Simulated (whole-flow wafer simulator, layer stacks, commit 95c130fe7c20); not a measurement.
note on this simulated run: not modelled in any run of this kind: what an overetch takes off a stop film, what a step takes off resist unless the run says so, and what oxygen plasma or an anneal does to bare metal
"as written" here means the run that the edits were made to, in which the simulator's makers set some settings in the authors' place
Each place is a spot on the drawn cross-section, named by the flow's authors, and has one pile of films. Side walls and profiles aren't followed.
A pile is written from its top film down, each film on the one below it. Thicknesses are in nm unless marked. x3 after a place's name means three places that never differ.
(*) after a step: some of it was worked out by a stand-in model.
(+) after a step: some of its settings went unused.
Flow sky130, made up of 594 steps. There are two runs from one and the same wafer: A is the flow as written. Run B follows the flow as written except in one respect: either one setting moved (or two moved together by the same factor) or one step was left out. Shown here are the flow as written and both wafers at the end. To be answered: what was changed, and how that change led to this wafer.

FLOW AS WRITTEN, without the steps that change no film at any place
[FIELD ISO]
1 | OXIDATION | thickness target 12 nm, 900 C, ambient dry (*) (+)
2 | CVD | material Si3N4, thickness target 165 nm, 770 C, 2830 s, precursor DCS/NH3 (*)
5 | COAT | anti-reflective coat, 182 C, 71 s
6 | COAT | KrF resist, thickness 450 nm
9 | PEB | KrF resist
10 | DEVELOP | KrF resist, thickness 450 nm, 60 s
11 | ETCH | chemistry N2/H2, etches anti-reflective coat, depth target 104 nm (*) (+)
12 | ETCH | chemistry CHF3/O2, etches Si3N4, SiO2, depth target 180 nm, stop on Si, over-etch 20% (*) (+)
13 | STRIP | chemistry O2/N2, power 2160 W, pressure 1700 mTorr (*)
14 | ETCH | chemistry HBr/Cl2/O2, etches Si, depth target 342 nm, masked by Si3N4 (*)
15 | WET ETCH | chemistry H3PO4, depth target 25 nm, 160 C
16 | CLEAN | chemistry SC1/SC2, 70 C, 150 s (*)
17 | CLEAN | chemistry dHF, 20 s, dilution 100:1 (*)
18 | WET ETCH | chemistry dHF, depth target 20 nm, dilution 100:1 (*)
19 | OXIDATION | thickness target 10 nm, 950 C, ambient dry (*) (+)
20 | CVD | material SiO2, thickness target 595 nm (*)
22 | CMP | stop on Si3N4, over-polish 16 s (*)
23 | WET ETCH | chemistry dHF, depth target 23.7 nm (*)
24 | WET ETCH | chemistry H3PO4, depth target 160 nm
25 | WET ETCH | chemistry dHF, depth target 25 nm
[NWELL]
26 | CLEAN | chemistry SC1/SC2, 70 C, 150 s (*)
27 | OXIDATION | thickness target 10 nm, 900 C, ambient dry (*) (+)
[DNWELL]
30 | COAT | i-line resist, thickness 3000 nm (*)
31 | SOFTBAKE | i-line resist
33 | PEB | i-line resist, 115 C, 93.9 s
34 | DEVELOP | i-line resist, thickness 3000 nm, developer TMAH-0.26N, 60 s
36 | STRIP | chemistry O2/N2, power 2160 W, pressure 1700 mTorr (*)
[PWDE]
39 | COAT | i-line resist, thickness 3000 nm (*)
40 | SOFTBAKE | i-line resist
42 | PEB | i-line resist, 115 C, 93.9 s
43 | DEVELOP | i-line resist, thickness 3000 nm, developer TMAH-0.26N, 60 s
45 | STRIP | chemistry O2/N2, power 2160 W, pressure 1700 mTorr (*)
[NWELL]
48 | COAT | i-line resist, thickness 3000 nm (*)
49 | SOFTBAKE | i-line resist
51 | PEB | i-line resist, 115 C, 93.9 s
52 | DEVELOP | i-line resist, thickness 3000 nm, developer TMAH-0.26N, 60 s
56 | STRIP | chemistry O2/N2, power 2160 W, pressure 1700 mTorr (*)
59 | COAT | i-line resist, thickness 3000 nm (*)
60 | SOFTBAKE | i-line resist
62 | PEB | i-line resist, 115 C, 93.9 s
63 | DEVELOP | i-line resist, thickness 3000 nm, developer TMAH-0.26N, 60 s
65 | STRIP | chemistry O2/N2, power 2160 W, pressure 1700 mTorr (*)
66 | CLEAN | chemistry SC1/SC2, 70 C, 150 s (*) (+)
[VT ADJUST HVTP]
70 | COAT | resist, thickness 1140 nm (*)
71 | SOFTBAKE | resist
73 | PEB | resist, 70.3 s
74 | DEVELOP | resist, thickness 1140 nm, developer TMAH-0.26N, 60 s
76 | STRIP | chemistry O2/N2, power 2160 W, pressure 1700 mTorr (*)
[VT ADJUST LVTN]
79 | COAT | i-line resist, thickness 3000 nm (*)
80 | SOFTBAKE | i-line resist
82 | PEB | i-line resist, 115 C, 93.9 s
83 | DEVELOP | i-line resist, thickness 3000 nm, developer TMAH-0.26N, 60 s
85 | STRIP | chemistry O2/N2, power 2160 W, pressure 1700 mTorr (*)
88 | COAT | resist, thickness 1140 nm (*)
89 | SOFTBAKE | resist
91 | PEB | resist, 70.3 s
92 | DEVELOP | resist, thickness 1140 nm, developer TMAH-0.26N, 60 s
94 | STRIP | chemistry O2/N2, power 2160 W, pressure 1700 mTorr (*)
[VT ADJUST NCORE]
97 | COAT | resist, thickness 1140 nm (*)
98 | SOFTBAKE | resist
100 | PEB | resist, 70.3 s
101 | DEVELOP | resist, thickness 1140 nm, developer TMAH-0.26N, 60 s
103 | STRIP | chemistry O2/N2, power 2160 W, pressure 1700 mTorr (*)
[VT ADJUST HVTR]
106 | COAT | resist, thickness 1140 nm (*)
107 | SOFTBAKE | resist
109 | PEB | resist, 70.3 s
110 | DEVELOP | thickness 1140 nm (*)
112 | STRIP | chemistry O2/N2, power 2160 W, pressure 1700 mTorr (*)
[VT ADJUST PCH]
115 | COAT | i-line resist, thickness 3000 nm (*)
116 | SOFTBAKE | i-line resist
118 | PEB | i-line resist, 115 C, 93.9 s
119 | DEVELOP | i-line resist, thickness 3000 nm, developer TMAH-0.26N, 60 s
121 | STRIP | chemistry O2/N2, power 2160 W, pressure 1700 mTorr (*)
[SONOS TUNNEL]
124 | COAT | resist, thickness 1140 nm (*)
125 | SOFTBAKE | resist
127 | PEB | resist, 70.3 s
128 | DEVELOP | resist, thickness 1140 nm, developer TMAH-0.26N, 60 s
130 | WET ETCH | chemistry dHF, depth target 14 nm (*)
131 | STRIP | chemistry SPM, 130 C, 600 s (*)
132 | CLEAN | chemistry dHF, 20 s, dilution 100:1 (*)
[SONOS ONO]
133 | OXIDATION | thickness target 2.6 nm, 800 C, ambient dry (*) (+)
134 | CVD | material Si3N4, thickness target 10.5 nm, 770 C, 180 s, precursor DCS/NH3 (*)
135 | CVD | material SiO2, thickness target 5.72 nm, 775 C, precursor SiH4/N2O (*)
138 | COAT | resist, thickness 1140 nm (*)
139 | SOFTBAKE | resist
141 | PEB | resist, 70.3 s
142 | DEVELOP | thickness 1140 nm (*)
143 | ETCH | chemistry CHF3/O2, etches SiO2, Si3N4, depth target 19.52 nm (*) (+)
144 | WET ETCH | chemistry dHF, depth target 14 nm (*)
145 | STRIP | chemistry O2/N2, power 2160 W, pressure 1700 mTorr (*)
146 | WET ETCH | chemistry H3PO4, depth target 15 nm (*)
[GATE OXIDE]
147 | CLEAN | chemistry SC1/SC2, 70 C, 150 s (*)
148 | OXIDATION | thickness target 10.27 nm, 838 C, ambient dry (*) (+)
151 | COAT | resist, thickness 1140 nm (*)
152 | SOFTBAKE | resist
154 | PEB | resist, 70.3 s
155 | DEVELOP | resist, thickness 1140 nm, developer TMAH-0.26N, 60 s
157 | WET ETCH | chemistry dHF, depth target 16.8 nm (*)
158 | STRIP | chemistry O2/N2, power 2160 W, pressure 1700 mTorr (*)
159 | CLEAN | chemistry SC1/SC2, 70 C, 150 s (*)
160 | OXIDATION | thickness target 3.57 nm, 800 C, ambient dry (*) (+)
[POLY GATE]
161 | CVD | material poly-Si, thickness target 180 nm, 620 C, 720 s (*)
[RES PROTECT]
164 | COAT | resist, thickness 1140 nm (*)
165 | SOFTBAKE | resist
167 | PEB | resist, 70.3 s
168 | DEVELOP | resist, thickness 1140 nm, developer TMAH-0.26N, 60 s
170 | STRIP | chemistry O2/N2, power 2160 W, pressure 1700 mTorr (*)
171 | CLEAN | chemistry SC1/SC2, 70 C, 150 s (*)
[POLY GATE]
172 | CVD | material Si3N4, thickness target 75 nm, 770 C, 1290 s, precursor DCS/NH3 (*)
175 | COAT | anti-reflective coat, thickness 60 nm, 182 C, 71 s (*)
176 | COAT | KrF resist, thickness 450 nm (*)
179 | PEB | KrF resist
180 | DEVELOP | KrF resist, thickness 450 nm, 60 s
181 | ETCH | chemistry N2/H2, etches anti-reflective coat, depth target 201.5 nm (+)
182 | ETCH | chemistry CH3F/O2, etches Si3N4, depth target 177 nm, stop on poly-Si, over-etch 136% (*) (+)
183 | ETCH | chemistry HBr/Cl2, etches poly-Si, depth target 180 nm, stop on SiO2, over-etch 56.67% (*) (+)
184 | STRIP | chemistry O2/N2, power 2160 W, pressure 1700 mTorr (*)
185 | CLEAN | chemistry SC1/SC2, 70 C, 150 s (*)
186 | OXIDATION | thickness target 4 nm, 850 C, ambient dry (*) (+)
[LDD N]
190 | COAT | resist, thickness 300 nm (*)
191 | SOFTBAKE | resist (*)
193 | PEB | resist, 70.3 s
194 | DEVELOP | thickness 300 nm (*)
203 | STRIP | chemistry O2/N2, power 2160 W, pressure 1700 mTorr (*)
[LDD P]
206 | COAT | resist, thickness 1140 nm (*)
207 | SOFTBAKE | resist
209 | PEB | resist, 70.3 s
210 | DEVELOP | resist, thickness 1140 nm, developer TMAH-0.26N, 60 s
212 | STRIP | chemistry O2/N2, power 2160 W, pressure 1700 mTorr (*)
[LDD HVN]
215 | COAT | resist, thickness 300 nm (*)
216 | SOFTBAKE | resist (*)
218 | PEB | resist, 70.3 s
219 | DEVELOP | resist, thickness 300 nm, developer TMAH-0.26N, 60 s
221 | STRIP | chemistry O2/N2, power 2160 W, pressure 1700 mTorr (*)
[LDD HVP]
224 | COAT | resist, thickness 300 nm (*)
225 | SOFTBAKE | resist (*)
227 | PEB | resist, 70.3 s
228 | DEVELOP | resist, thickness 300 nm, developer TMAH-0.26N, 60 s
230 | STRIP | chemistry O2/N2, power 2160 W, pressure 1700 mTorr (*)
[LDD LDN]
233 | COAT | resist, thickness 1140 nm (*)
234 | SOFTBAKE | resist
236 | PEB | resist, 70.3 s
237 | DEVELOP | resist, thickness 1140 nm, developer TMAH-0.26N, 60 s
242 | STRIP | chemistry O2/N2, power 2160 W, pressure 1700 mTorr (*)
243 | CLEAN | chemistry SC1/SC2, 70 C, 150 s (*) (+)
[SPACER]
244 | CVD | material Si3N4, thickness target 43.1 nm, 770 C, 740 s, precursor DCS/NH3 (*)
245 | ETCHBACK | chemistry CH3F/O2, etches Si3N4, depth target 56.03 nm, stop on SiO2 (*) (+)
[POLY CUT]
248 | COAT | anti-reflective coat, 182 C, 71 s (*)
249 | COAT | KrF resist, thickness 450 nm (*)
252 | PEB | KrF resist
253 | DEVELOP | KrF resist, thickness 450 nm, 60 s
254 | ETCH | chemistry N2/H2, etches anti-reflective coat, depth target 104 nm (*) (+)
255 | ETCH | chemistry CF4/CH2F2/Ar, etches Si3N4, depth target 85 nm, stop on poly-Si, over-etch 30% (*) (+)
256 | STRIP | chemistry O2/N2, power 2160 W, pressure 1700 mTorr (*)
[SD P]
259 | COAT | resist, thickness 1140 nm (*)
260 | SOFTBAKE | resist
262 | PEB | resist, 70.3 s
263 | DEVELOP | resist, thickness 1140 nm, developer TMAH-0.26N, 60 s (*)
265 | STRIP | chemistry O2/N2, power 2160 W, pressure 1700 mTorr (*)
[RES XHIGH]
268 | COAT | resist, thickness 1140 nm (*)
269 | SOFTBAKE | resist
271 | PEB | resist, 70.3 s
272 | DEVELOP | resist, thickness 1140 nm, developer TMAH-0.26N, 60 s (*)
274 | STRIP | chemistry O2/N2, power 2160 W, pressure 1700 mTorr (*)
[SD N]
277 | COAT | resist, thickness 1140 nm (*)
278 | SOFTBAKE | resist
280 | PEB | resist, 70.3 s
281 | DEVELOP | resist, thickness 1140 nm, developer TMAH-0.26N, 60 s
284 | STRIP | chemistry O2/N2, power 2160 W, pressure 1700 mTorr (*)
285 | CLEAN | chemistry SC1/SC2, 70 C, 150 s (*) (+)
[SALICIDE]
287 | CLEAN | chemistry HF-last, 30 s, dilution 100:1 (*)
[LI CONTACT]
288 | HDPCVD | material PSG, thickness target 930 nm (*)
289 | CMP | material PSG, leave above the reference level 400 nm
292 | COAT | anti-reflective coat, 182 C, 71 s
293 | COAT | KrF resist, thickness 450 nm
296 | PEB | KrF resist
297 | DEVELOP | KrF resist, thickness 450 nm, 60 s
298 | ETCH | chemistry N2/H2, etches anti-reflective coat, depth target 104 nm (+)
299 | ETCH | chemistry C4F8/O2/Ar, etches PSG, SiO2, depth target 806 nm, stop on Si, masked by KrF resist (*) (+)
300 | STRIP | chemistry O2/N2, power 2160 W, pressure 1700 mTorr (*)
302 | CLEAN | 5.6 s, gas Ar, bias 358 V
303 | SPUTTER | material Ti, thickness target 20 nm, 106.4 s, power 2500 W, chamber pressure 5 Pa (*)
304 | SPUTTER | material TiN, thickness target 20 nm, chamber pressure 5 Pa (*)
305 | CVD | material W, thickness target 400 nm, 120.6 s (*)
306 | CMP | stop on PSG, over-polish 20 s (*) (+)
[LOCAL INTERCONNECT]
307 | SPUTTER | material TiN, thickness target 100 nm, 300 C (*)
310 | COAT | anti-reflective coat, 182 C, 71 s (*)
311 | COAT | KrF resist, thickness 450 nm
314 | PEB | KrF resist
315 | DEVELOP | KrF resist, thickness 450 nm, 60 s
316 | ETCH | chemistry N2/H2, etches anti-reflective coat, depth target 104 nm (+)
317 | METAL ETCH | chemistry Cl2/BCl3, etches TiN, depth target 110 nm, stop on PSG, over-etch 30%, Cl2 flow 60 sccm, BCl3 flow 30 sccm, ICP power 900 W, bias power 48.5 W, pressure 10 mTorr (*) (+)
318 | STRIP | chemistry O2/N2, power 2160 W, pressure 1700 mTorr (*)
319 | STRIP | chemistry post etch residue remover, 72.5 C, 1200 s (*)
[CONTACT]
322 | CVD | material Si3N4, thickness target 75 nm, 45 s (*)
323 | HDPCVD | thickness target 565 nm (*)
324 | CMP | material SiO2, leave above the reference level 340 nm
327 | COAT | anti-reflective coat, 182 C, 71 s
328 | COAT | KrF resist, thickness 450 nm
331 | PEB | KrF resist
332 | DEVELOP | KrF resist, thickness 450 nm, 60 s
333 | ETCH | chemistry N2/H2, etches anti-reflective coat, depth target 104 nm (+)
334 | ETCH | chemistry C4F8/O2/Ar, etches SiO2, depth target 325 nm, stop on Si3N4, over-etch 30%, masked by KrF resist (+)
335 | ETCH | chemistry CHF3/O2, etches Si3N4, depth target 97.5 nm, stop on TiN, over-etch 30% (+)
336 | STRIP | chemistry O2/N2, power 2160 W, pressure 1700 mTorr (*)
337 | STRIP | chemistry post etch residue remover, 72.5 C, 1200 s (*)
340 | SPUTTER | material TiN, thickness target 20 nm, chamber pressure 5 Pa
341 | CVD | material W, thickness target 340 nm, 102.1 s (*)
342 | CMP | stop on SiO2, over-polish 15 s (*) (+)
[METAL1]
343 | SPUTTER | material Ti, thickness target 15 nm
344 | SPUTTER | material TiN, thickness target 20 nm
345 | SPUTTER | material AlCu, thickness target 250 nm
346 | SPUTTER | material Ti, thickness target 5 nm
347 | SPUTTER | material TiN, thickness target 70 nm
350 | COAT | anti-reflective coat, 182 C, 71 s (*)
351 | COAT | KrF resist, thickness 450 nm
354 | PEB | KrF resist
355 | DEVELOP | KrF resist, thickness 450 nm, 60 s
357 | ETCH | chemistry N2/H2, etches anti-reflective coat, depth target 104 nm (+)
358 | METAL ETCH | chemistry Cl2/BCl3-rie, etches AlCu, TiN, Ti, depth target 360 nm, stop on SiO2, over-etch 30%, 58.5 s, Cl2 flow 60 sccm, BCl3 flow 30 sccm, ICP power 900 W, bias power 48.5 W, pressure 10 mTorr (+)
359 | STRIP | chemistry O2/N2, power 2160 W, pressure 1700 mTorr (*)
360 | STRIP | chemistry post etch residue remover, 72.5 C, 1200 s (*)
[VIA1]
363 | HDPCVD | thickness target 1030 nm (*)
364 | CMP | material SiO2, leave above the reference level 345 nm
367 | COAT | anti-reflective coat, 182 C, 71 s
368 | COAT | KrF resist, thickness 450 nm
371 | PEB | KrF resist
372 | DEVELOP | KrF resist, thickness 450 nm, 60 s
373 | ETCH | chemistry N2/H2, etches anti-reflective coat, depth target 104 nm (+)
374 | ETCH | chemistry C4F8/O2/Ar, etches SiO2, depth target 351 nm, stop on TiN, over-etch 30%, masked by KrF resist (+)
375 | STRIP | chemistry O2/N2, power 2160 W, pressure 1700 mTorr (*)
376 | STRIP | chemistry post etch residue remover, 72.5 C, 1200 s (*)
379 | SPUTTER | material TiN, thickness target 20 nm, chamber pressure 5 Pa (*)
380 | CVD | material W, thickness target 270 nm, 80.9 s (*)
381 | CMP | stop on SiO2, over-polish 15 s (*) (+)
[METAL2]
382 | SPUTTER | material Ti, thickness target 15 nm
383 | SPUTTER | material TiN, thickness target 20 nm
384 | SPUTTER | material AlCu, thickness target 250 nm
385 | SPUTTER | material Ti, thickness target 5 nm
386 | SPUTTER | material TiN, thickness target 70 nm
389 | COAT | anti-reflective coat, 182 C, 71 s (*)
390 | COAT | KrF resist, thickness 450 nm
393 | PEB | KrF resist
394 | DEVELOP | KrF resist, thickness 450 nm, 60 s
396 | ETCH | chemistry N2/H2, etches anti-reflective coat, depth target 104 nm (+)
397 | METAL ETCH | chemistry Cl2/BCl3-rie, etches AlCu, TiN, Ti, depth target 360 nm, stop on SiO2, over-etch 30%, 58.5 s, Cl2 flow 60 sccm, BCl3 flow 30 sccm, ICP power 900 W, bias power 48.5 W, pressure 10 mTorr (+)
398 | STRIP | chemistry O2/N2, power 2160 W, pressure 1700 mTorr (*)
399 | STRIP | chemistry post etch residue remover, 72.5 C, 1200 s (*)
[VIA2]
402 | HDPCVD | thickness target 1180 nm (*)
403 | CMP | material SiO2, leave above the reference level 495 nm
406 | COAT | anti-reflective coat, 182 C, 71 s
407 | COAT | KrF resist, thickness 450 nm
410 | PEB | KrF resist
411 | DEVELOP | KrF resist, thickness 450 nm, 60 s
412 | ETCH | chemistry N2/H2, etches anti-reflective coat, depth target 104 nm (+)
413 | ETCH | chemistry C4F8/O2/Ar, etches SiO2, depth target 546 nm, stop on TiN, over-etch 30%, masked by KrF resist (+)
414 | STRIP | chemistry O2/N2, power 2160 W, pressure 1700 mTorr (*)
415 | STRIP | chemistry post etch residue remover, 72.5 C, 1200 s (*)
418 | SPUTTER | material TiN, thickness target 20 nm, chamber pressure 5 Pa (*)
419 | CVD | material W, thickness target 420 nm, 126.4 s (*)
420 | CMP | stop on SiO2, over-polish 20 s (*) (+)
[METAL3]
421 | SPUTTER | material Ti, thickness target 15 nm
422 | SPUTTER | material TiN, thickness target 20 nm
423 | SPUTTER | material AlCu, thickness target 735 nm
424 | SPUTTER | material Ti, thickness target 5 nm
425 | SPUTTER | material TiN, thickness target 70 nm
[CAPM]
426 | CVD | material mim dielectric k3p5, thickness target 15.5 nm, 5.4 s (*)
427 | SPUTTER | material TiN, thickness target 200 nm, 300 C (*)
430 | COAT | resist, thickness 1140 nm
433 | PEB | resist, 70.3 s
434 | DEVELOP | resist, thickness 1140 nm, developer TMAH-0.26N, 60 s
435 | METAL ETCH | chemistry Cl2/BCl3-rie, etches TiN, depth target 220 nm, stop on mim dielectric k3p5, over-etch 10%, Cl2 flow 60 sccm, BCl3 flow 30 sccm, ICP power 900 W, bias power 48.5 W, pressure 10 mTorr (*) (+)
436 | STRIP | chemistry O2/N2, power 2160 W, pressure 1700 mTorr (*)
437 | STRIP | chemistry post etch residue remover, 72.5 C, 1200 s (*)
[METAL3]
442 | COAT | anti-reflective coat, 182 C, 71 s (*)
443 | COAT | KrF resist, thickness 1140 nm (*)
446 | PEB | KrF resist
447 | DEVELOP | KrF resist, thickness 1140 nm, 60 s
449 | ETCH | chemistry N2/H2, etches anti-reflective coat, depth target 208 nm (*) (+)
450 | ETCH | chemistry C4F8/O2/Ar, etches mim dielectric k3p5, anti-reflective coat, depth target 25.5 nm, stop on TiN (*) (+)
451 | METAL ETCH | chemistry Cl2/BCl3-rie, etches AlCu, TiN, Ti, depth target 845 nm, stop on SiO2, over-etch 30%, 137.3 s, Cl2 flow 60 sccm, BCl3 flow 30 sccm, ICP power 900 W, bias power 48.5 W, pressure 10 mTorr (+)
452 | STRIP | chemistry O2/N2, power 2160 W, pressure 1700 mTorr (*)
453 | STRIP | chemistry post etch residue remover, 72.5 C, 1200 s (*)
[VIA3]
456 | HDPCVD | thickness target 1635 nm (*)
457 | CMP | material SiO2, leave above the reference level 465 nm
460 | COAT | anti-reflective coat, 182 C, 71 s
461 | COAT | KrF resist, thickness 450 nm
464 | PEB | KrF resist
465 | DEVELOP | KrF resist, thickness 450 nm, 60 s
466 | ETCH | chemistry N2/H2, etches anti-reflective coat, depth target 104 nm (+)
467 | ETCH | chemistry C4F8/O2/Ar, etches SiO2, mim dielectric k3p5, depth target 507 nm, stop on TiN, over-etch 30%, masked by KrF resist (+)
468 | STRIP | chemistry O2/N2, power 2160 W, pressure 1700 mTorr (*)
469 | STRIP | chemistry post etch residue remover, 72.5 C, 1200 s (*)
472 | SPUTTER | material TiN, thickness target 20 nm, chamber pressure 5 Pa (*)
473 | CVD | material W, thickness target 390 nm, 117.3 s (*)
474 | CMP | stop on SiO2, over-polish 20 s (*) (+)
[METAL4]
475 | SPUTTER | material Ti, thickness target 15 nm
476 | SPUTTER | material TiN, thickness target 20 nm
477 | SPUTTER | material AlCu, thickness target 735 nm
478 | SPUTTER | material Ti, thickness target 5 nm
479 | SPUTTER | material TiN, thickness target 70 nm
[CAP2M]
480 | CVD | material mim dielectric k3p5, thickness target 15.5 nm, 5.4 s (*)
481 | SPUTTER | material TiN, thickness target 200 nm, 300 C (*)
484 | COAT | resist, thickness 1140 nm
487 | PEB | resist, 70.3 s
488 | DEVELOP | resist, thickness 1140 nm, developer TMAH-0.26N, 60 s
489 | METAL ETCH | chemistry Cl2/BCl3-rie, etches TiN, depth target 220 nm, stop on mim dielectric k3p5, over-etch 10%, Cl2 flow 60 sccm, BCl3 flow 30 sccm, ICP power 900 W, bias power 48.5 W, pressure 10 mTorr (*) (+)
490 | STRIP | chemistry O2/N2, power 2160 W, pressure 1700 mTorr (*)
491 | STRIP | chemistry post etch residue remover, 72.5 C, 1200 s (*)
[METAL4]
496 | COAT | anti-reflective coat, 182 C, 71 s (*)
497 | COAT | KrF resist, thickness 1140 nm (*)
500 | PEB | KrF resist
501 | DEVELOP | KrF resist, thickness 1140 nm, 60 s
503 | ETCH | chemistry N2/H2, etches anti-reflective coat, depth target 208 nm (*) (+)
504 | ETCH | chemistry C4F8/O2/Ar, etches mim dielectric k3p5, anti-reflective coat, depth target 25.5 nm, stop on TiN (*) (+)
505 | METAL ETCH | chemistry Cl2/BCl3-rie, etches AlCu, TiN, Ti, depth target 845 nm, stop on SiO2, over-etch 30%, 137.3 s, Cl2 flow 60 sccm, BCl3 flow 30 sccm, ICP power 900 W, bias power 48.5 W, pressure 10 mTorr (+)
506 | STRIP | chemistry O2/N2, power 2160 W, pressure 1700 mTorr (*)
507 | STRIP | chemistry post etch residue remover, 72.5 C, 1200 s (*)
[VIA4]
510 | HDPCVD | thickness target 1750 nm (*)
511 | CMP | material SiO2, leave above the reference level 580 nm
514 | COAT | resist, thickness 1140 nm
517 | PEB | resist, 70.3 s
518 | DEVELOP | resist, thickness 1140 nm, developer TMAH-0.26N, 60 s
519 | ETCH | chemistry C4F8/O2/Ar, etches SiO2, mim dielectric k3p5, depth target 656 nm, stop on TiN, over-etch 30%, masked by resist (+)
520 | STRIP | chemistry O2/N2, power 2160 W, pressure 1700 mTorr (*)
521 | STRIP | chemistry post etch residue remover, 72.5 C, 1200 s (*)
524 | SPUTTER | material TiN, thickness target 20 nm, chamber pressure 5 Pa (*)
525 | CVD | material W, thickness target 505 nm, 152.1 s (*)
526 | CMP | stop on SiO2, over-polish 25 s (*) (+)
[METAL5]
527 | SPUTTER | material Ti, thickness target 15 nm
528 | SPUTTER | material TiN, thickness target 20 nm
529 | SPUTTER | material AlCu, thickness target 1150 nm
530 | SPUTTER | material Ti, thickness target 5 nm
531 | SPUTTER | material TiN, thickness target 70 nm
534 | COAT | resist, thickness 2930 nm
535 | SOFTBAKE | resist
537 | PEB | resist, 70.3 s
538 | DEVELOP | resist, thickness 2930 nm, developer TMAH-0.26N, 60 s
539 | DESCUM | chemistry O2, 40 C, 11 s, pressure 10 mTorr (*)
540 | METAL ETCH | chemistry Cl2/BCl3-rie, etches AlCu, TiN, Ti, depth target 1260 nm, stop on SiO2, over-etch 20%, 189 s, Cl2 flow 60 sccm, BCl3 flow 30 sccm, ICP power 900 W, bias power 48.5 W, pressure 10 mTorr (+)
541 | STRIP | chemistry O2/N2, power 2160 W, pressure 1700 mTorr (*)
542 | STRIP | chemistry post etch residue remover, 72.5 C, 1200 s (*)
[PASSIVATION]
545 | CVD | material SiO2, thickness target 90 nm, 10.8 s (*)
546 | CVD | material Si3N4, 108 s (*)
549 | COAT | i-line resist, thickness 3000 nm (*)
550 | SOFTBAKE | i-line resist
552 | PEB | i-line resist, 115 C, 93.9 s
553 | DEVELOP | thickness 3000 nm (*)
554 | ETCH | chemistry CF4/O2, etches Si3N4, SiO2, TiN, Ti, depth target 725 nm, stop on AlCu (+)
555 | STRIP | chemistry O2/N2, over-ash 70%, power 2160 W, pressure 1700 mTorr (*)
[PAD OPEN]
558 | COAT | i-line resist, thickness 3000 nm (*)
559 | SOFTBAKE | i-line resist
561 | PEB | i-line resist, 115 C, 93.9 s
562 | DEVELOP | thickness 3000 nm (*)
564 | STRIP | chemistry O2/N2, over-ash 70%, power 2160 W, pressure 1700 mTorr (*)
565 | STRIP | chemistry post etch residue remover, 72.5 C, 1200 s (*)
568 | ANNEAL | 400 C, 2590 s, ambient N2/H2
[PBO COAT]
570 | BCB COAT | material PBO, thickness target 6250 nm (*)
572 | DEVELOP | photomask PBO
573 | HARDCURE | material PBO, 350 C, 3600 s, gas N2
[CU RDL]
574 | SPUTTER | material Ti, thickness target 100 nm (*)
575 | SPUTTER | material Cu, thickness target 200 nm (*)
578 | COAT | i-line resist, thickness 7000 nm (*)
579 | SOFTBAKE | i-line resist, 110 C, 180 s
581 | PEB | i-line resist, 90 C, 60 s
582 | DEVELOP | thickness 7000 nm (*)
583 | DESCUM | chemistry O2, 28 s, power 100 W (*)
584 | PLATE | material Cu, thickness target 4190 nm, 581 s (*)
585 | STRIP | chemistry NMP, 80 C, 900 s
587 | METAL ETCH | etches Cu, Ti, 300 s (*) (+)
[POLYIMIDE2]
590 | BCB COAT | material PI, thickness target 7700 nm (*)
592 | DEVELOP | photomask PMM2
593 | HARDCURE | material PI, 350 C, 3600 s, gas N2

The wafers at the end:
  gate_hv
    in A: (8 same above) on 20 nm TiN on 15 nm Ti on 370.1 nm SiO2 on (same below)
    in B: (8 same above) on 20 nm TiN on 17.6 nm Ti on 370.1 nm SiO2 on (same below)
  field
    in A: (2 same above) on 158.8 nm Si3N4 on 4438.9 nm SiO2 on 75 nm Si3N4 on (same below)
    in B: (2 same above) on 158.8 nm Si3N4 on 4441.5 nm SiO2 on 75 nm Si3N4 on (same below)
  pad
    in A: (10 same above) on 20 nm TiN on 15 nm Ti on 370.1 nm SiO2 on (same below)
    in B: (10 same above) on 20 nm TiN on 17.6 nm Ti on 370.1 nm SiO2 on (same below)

The reason: step 475, SPUTTER: thickness target 17.6 nm was run, though the flow has thickness target 15 nm.
The wafer itself shows it: gate_hv has Ti 17.6, and step 475 as written asks for 15 nm.

The path from the change to this, step by step:
  475 | SPUTTER | material Ti, thickness target 15 nm
      field, active, n_well and 189 more: A Ti gains 15 (new film) | B Ti gains 17.6 (new film)
  505 | METAL ETCH | chemistry Cl2/BCl3-rie, etches AlCu, TiN, Ti, depth target 845 nm, stop on SiO2, over-etch 30%, 137.3 s, Cl2 flow 60 sccm, BCl3 flow 30 sccm, ICP power 900 W, bias power 48.5 W, pressure 10 mTorr (+)
      field, gate, spacer and 68 more: A TiN loses 70 (all of it), Ti loses 5 (all of it), AlCu loses 735 (all of it), TiN loses 20 (all of it), Ti loses 15 (all of it), SiO2 loses 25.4 | B TiN loses 70 (all of it), Ti loses 5 (all of it), AlCu loses 735 (all of it), TiN loses 20 (all of it), Ti loses 17.6 (all of it), SiO2 loses 25.1
      active, vpp_iso1, mim_edge_plate and 14 more: A TiN loses 70 (all of it), Ti loses 5 (all of it), AlCu loses 735 (all of it), TiN loses 20 (all of it), Ti loses 15 (all of it), SiO2 loses 25.3 | B TiN loses 70 (all of it), Ti loses 5 (all of it), AlCu loses 735 (all of it), TiN loses 20 (all of it), Ti loses 17.6 (all of it), SiO2 loses 25.1
